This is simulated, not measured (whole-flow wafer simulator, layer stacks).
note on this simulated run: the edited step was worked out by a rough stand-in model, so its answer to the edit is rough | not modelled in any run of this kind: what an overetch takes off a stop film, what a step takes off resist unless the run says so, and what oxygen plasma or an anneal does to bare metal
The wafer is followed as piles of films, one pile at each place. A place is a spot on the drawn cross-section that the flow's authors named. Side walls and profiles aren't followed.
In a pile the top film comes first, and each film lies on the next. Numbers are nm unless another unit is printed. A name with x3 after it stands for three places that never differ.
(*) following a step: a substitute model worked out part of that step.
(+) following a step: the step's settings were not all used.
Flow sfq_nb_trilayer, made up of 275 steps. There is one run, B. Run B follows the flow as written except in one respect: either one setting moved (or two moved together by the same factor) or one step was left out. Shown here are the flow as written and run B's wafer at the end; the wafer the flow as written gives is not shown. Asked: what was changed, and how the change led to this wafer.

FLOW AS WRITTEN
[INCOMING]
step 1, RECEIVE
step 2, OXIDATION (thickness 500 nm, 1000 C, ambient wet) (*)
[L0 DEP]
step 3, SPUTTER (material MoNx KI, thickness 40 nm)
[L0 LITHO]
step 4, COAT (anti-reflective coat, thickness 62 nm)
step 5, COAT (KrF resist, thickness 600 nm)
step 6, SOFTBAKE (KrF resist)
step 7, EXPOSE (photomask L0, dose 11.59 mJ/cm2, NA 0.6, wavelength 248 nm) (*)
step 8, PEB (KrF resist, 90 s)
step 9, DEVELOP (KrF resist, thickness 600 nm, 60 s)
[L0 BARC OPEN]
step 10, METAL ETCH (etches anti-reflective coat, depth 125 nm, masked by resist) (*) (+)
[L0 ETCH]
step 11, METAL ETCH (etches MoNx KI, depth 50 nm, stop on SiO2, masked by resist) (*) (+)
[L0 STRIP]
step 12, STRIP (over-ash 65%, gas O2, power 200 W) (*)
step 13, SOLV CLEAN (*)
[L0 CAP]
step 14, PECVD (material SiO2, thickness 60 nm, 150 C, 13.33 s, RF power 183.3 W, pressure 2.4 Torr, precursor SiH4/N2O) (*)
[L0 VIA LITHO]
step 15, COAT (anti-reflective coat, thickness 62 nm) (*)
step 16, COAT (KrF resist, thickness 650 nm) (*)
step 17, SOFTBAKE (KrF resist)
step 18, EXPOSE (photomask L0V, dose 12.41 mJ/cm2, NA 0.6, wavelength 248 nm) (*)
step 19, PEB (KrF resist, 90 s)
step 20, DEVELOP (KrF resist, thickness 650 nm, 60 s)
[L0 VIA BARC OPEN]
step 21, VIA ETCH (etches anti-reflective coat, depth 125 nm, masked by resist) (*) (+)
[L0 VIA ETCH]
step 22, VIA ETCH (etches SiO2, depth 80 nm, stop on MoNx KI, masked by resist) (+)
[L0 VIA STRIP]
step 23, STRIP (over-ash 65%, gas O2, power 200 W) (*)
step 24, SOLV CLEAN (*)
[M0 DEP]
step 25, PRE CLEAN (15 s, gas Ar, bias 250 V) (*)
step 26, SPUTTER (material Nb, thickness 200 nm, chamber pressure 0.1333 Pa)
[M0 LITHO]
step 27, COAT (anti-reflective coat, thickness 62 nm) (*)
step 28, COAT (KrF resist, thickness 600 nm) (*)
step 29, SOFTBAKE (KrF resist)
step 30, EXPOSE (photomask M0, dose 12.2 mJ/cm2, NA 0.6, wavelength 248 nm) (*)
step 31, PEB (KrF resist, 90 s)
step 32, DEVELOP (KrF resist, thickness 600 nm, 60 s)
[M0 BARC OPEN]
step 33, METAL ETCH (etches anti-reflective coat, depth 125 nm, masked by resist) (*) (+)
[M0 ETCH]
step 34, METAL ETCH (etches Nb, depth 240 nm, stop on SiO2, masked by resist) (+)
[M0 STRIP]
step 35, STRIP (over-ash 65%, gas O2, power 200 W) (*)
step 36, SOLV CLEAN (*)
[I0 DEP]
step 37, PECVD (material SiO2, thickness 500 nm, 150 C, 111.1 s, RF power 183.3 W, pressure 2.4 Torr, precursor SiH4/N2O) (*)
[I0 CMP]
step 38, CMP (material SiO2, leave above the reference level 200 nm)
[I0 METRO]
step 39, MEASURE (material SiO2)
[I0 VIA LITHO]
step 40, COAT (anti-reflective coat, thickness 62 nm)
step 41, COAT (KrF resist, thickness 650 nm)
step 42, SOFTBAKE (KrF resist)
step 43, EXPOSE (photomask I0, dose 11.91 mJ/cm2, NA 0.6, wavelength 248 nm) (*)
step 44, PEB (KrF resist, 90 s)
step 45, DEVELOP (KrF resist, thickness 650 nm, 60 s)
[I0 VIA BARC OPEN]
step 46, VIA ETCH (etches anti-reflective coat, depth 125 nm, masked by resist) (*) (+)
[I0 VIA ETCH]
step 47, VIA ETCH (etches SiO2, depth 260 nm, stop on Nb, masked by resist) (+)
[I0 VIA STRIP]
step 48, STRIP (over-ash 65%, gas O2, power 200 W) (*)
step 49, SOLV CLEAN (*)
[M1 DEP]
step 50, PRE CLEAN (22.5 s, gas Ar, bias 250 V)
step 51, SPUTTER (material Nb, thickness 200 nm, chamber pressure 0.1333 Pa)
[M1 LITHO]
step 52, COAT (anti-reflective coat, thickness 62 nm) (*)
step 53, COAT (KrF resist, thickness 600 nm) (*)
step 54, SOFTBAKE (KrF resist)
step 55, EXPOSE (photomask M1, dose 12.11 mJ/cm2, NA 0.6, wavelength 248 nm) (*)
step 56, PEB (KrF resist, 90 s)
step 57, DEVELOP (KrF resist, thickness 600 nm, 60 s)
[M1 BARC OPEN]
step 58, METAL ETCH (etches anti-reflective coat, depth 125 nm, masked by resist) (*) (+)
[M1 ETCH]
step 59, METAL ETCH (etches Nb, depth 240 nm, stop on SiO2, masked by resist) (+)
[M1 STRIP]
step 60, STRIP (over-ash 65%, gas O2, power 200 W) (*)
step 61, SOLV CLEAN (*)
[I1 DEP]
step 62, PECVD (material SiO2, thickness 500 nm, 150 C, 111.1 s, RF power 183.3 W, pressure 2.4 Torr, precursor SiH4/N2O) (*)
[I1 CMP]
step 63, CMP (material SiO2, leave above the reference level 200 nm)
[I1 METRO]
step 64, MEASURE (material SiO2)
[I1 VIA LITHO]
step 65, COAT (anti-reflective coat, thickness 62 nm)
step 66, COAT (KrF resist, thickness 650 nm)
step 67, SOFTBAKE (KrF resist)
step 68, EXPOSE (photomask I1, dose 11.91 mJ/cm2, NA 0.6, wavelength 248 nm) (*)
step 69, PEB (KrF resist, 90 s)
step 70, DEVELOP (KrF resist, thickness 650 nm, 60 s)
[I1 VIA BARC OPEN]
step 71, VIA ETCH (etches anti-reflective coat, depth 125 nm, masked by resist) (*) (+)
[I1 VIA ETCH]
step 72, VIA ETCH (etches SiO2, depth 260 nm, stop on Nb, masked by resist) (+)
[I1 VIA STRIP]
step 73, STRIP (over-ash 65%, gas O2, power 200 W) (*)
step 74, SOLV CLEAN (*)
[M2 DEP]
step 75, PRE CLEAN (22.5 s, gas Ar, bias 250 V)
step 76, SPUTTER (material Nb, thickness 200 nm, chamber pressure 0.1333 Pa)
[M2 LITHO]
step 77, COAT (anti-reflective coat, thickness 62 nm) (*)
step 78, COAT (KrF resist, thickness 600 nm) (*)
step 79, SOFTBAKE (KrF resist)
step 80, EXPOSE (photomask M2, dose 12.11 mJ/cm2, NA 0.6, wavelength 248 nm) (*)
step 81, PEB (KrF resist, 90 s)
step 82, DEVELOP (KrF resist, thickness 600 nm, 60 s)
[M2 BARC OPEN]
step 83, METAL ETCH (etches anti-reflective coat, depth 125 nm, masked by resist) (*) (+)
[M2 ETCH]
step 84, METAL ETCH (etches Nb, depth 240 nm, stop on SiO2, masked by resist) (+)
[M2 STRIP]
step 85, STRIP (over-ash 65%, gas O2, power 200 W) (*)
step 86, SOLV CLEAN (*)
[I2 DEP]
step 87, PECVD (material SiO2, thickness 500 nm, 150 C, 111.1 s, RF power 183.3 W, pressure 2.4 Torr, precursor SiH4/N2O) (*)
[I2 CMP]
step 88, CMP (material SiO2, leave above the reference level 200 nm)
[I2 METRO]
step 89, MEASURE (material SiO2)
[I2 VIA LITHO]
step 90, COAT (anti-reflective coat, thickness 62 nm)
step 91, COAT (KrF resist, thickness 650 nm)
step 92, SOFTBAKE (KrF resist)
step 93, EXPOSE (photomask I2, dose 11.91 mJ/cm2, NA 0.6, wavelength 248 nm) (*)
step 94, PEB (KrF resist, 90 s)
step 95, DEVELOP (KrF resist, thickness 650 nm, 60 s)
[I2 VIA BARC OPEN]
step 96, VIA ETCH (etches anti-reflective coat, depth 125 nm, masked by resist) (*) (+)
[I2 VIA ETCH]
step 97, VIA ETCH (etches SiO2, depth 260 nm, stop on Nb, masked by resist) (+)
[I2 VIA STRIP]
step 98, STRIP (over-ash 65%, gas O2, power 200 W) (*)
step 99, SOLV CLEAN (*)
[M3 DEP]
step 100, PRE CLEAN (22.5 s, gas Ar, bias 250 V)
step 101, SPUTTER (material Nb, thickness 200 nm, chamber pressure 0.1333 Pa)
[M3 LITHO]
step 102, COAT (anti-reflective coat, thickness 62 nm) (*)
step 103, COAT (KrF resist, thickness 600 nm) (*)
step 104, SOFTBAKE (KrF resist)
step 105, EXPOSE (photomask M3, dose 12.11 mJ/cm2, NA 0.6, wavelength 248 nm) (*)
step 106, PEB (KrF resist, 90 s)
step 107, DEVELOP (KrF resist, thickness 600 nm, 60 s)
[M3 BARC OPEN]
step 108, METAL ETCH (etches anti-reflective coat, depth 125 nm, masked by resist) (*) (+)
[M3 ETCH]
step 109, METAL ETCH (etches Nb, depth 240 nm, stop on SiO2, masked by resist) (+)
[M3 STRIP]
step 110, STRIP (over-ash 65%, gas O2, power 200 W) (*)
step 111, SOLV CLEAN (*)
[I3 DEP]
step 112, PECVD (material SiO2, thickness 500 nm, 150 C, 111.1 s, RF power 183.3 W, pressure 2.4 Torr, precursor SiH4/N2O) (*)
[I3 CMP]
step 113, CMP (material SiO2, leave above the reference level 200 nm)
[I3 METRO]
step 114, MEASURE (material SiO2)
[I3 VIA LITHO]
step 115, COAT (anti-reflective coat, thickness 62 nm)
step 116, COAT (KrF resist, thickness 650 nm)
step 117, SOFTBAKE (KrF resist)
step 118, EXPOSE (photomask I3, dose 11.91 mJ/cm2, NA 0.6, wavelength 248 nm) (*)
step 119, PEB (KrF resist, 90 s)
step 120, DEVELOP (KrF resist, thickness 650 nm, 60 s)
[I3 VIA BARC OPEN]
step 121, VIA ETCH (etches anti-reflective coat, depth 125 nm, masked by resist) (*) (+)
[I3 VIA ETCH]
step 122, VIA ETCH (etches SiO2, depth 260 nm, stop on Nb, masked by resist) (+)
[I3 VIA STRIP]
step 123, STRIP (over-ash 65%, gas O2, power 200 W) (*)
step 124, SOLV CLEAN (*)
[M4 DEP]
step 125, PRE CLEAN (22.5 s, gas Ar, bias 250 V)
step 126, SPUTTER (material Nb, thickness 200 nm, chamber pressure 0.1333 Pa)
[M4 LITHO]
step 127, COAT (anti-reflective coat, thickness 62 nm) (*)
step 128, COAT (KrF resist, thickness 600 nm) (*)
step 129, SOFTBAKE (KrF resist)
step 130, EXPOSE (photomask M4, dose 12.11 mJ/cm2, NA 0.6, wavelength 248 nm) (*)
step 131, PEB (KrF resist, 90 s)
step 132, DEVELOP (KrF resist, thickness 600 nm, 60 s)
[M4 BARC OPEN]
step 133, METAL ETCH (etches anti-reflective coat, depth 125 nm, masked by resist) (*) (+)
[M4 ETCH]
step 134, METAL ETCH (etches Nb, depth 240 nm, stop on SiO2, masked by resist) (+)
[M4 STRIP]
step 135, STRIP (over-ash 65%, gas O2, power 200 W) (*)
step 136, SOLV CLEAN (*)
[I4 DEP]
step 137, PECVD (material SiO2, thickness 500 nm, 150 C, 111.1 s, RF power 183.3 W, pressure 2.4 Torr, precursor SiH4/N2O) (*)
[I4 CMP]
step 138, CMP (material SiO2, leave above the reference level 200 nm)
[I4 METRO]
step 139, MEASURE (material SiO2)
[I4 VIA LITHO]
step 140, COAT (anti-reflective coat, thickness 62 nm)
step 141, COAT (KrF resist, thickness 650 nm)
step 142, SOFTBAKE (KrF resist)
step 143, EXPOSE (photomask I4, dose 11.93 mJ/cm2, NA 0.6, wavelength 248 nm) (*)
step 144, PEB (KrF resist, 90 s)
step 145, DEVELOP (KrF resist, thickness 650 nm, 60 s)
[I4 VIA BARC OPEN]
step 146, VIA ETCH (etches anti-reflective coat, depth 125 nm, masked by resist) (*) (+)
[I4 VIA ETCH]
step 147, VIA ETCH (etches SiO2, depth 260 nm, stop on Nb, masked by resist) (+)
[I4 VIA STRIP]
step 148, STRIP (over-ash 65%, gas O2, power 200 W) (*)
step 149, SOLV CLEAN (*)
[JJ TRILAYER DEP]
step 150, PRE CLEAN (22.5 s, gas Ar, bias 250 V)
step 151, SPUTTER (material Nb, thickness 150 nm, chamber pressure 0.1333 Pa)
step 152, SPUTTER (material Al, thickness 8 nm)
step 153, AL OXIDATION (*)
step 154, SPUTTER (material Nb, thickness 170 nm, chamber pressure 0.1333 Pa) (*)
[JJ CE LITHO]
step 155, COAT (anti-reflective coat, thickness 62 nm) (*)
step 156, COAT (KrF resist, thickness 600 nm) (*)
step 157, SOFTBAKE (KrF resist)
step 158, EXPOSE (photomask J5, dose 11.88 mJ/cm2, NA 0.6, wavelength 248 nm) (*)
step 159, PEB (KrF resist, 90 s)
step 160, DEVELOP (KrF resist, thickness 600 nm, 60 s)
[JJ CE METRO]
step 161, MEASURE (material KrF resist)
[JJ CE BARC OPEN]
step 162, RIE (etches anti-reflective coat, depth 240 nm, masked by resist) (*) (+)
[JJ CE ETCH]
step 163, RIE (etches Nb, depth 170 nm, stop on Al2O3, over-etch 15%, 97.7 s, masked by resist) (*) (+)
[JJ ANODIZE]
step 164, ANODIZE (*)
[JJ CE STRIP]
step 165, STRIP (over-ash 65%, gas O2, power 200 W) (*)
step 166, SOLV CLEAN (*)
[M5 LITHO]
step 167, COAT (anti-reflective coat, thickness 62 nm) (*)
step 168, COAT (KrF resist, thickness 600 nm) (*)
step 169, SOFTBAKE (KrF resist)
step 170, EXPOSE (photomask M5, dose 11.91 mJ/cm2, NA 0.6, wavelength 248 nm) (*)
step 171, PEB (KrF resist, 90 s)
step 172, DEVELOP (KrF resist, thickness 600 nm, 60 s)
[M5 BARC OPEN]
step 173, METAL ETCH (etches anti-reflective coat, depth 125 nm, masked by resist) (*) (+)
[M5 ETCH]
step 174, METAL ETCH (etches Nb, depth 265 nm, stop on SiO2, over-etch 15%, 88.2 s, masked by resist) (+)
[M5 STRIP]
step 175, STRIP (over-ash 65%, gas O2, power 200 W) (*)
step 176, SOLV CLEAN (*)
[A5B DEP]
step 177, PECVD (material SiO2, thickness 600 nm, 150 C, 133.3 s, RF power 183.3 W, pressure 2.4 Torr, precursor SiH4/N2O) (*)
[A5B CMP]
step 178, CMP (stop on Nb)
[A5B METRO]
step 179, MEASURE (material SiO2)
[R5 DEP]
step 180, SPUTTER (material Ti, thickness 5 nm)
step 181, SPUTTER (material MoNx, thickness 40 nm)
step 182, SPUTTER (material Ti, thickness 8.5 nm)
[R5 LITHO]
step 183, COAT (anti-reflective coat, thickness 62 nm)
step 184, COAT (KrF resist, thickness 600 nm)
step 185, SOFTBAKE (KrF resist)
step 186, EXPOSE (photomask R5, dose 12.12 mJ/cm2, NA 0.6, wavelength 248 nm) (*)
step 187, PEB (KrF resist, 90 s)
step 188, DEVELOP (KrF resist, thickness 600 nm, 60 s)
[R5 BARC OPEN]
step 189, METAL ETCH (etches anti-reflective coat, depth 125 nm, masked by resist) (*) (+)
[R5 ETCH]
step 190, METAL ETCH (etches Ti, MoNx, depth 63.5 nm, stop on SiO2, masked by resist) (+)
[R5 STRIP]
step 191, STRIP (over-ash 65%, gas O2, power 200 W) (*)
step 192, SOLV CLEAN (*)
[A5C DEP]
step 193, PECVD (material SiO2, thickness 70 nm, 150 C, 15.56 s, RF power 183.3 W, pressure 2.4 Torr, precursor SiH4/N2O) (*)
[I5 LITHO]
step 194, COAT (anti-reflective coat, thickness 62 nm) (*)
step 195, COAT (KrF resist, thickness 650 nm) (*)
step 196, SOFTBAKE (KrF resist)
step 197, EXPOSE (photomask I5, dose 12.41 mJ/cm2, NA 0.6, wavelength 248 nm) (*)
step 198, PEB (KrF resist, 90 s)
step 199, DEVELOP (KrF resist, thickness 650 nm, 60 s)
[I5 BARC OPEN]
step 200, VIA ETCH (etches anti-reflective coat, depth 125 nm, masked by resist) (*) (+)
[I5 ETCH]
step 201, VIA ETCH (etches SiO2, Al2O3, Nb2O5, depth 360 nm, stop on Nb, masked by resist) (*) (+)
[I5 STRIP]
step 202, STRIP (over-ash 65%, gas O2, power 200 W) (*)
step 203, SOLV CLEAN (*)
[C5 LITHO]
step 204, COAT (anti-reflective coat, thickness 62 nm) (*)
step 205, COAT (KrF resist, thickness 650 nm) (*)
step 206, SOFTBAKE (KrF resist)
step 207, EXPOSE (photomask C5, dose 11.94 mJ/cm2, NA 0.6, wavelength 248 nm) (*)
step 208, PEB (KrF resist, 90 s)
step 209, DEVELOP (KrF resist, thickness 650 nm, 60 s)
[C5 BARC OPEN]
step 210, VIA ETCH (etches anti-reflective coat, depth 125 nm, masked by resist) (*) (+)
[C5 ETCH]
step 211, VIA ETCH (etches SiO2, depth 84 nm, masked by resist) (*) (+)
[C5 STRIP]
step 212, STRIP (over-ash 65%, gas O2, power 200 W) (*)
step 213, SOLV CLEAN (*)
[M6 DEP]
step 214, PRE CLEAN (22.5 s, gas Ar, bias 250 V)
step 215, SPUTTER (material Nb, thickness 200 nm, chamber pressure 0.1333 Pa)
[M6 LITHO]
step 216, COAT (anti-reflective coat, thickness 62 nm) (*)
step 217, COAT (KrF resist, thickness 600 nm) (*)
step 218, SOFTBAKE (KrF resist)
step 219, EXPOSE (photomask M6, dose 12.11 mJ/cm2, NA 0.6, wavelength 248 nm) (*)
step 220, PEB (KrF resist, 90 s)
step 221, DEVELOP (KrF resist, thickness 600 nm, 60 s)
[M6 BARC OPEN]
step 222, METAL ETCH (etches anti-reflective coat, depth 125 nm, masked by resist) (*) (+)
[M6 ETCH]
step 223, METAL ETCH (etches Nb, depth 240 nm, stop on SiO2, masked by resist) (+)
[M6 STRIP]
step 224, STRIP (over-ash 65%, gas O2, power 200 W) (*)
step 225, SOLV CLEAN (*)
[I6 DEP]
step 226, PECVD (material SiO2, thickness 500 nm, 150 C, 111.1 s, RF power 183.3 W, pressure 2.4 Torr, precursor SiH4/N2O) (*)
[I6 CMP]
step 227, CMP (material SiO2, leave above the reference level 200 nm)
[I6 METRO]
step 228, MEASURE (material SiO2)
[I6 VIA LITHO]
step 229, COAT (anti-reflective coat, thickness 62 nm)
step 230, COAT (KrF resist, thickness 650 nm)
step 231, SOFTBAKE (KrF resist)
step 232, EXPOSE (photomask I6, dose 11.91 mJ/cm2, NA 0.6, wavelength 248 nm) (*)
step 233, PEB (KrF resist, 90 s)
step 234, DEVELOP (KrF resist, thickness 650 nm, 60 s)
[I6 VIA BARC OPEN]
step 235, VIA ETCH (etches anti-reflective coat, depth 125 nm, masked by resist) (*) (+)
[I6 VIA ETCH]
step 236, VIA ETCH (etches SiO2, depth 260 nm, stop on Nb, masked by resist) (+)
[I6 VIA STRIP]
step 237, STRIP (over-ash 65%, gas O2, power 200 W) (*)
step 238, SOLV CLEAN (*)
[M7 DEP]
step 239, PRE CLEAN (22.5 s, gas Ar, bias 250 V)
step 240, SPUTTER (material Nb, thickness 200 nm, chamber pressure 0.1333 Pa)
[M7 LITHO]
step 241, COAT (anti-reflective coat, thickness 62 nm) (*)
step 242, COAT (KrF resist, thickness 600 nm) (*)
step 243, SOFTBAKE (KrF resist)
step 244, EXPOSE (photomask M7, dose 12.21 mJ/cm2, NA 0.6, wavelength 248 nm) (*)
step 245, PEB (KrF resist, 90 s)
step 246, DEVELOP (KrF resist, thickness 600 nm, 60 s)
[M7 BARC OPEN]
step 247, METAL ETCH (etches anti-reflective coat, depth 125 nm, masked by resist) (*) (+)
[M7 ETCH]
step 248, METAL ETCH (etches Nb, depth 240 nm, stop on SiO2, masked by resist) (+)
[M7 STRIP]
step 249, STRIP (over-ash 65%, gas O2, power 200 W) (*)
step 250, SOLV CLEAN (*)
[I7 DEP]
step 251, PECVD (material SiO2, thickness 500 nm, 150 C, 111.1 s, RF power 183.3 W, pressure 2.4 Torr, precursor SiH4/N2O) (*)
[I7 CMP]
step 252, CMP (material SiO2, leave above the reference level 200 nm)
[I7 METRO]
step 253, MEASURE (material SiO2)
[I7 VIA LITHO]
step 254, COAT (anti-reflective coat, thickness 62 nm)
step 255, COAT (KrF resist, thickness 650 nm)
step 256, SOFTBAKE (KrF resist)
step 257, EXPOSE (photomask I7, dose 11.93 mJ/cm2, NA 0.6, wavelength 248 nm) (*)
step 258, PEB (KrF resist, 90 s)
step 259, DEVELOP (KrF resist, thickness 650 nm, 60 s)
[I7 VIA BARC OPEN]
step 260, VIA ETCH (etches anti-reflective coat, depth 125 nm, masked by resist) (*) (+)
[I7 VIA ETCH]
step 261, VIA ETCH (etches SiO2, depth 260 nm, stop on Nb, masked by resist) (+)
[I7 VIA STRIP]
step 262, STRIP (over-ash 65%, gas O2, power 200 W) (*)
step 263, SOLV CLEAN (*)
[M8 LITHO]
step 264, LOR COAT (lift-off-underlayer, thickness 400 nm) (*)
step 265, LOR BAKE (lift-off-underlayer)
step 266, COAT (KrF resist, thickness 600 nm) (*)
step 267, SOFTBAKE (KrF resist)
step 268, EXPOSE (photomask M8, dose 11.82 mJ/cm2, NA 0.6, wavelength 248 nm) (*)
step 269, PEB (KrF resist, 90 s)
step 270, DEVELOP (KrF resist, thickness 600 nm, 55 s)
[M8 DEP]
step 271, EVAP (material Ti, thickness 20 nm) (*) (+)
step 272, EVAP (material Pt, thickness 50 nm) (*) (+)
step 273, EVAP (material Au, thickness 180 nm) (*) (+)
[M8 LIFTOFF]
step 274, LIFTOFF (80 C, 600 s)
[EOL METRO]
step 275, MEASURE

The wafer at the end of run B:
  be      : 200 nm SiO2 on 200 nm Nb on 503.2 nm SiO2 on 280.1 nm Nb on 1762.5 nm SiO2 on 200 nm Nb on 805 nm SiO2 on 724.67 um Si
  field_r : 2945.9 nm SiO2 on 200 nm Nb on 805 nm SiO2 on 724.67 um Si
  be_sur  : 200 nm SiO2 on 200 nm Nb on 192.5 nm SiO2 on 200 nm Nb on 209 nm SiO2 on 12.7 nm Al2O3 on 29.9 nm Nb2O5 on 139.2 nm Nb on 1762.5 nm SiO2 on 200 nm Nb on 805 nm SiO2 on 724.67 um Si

Cause: step 2, OXIDATION: thickness 750 nm was run, though the flow has thickness 500 nm.

The path from the change to this, step by step:
  step 2, OXIDATION (thickness 500 nm, 1000 C, ambient wet) (*)
      field_l, v_sur, via_wl and 103 more: SiO2 gains 750 (new film), chemical SiO2 loses 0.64 (all of it), Si loses 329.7 (in the flow as written it would be: SiO2 gains 500 (new film), chemical SiO2 loses 0.64 (all of it), Si loses 219.7)
